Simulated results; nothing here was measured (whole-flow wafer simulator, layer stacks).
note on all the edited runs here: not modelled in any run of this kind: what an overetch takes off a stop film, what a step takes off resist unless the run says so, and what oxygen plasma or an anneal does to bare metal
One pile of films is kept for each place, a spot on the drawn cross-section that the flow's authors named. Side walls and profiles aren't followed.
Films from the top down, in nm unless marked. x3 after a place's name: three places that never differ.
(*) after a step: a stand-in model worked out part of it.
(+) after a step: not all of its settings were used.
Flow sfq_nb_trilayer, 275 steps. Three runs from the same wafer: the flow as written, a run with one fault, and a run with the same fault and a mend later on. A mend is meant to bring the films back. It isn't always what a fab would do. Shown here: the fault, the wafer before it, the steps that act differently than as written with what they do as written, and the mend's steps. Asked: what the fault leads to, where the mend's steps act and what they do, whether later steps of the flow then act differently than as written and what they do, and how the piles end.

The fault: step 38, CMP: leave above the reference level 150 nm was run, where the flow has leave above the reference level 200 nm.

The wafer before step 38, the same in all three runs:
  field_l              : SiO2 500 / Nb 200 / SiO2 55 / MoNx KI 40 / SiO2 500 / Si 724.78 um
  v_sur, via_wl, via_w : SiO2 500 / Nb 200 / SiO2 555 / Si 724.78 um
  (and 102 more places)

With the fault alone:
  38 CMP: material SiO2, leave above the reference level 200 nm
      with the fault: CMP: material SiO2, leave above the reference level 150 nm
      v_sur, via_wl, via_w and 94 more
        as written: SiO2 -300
        with the fault: SiO2 -350
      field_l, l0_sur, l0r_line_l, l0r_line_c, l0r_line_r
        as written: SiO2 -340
        with the fault: SiO2 -390
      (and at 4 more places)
  Later steps of the flow that act differently than as written (4 more steps differ only slightly, by at most 2% or 0.5 nm, whichever is larger, and aren't shown):
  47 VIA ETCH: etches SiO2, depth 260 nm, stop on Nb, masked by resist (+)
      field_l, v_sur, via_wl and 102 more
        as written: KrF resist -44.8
        with the fault: KrF resist -38.8
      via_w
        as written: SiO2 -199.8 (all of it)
        with the fault: SiO2 -149.8 (all of it)
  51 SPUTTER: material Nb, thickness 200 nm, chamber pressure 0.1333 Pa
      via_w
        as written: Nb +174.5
        with the fault: Nb +184.7
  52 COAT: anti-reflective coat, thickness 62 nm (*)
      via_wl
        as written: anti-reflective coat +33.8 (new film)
        with the fault: anti-reflective coat +36 (new film)
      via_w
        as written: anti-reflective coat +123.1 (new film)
        with the fault: anti-reflective coat +111.3 (new film)
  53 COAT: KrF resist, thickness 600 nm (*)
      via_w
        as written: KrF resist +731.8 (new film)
        with the fault: KrF resist +691.2 (new film)
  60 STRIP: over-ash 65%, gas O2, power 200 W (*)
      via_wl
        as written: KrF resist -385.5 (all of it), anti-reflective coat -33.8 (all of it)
        with the fault: KrF resist -389.4 (all of it), anti-reflective coat -36 (all of it)
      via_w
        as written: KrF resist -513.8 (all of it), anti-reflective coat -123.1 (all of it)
        with the fault: KrF resist -473.4 (all of it), anti-reflective coat -111.3 (all of it)
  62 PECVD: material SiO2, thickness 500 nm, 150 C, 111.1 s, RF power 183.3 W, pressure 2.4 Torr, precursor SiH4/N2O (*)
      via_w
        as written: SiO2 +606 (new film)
        with the fault: SiO2 +521.3 (new film)
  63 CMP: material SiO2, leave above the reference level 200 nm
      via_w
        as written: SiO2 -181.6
        with the fault: SiO2 -157.1
  At the end the piles differ from the flow's by more than 2% or 0.5 nm, whichever is larger, at v_sur, via_wl, via_w and 79 more.
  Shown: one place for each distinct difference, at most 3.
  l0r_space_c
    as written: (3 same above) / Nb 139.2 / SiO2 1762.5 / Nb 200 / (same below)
    with the fault: (3 same above) / Nb 139.2 / SiO2 1712.5 / Nb 200 / (same below)
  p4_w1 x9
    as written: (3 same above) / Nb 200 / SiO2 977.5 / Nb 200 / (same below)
    with the fault: (3 same above) / Nb 200 / SiO2 927.5 / Nb 200 / (same below)
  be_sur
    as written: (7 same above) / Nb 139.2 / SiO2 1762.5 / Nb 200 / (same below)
    with the fault: (7 same above) / Nb 139.2 / SiO2 1712.5 / Nb 200 / (same below)

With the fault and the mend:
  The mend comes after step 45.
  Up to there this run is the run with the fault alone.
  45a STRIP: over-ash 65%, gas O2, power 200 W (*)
      field_l, v_sur, via_wl and 102 more
        KrF resist -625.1 (all of it), anti-reflective coat -62 (all of it)
      via_w
        anti-reflective coat -62 (all of it)
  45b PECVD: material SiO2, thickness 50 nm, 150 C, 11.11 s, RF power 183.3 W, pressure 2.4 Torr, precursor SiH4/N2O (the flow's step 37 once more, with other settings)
      field_l, v_sur, via_wl and 103 more
        SiO2 +50
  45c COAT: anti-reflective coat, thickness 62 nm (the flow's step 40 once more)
      field_l, v_sur, via_wl and 103 more
        anti-reflective coat +62 (new film)
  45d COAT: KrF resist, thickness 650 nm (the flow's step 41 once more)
      field_l, v_sur, via_wl and 103 more
        KrF resist +650 (new film)
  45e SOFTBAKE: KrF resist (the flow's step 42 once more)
      changes no film at any place that is followed
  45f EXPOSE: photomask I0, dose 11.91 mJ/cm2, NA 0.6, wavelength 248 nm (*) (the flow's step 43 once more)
      changes no film at any place that is followed
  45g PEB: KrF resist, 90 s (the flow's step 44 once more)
      field_l, v_sur, via_wl and 103 more
        KrF resist -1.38
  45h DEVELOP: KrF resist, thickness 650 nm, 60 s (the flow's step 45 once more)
      field_l, v_sur, via_wl and 102 more
        KrF resist -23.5
      via_w
        KrF resist -648.6 (all of it)
  No later step of the flow acts differently than as written, at any place that is followed, by more than 2% or 0.5 nm, whichever is larger.
  At the end the piles differ from the flow's only slightly at the places that both follow, by at most 2% or 0.5 nm, whichever is larger.
